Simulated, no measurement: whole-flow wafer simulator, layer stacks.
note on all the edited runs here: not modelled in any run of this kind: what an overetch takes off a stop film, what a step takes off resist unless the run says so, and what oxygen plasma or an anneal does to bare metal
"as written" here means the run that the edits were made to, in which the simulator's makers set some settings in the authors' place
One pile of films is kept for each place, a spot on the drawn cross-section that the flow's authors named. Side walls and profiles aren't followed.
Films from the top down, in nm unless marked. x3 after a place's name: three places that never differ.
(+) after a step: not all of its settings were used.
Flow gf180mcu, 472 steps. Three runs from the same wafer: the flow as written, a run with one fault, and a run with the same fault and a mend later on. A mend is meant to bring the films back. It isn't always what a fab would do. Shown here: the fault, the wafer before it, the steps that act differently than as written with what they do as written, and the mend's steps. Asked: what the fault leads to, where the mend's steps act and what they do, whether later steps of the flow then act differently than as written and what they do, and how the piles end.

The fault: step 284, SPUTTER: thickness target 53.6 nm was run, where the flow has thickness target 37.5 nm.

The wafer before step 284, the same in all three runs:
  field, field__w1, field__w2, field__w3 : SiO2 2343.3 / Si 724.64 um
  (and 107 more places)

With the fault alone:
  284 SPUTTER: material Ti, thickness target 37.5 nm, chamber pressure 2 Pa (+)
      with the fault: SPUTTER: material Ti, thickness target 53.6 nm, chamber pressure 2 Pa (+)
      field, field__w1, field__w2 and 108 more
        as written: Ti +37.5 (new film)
        with the fault: Ti +53.6 (new film)
  Later steps of the flow that act differently than as written:
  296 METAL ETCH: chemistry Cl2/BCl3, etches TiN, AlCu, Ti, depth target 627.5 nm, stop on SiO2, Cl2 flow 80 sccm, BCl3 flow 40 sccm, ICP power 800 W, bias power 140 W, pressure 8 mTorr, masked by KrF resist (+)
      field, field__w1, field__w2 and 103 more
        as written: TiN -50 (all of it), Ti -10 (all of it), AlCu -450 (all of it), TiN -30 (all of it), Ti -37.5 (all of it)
        with the fault: TiN -50 (all of it), Ti -10 (all of it), AlCu -450 (all of it), TiN -30 (all of it), Ti -53.6 (all of it)
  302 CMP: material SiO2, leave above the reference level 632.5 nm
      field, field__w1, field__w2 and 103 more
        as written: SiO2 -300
        with the fault: SiO2 -283.9
  At the end the piles differ from the flow's by more than 2% or 0.5 nm, whichever is larger, at field__w8, contact, m1, m1__w1, m1_nw.
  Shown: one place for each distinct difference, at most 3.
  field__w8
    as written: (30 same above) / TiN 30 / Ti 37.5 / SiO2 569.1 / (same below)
    with the fault: (30 same above) / TiN 30 / Ti 53.6 / SiO2 569.1 / (same below)
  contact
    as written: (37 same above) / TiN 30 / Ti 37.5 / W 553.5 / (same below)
    with the fault: (37 same above) / TiN 30 / Ti 53.6 / W 553.5 / (same below)

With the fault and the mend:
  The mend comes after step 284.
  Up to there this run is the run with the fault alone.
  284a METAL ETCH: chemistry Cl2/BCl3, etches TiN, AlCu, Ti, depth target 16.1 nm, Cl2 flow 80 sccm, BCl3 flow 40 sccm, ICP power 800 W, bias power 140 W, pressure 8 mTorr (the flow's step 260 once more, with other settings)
      field, field__w1, field__w2 and 108 more
        Ti -16.1
  No later step of the flow acts differently than as written at any place that is followed.
  At the end the piles are the same as the flow's at every place that both follow.
